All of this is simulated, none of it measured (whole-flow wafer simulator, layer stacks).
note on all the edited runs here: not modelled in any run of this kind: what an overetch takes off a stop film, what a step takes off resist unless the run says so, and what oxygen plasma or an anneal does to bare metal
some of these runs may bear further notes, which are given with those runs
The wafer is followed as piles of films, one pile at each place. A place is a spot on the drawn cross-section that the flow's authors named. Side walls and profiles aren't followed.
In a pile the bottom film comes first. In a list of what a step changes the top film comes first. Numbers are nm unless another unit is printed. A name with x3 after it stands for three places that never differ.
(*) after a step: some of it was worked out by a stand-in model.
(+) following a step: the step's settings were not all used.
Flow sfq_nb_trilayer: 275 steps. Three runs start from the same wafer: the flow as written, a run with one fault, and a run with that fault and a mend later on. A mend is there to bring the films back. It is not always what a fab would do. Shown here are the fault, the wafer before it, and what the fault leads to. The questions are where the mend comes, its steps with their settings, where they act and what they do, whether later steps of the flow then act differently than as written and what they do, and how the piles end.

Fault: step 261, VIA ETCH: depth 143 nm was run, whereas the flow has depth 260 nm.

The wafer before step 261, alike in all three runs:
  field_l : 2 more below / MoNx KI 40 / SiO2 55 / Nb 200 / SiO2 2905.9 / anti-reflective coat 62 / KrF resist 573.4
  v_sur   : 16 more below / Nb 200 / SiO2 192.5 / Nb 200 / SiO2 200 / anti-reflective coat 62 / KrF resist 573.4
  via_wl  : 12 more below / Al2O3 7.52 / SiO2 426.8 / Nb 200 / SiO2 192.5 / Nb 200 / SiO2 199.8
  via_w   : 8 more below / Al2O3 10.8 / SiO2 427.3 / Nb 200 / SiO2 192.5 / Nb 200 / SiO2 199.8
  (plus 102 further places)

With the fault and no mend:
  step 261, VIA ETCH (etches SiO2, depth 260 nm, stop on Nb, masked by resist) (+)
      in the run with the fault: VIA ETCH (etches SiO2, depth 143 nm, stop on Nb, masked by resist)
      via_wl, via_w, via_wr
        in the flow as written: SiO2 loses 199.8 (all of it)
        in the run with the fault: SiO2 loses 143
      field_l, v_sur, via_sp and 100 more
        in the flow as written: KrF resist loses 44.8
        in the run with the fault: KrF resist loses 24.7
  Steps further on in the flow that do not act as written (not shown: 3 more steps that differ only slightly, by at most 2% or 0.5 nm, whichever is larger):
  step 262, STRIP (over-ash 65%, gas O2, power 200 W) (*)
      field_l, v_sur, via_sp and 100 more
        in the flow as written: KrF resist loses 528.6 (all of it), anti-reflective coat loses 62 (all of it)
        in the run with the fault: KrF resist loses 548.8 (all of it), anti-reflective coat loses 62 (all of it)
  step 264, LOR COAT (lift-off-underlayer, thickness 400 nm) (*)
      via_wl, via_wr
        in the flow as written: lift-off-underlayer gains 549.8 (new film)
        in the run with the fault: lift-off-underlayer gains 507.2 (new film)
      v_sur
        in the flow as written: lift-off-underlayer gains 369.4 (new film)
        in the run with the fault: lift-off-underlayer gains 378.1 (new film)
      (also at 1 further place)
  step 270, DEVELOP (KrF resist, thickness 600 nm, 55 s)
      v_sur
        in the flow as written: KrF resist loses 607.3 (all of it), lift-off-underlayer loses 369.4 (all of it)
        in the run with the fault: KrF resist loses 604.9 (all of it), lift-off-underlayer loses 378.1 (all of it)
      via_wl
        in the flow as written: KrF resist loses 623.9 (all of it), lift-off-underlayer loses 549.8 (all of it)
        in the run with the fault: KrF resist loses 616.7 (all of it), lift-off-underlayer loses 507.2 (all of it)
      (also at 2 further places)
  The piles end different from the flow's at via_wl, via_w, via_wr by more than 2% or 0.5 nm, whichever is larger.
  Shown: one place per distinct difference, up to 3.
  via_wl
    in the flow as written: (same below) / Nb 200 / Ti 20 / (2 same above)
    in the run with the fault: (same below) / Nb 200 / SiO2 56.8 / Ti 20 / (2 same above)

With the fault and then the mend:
  The mend follows step 261.
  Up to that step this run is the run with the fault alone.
  step 261a, VIA ETCH (etches SiO2, depth 117 nm, stop on Nb, masked by resist) (+) (the flow's step 261 again, with other settings)
      field_l, v_sur, via_sp and 100 more
        KrF resist loses 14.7
      via_wl, via_w, via_wr
        SiO2 loses 56.8 (all of it)
  None of the later steps of the flow differs from how it acts as written, at any place that is followed, by more than 2% or 0.5 nm, whichever is larger.
  At every place that both follow, the piles at the end match the flow's.
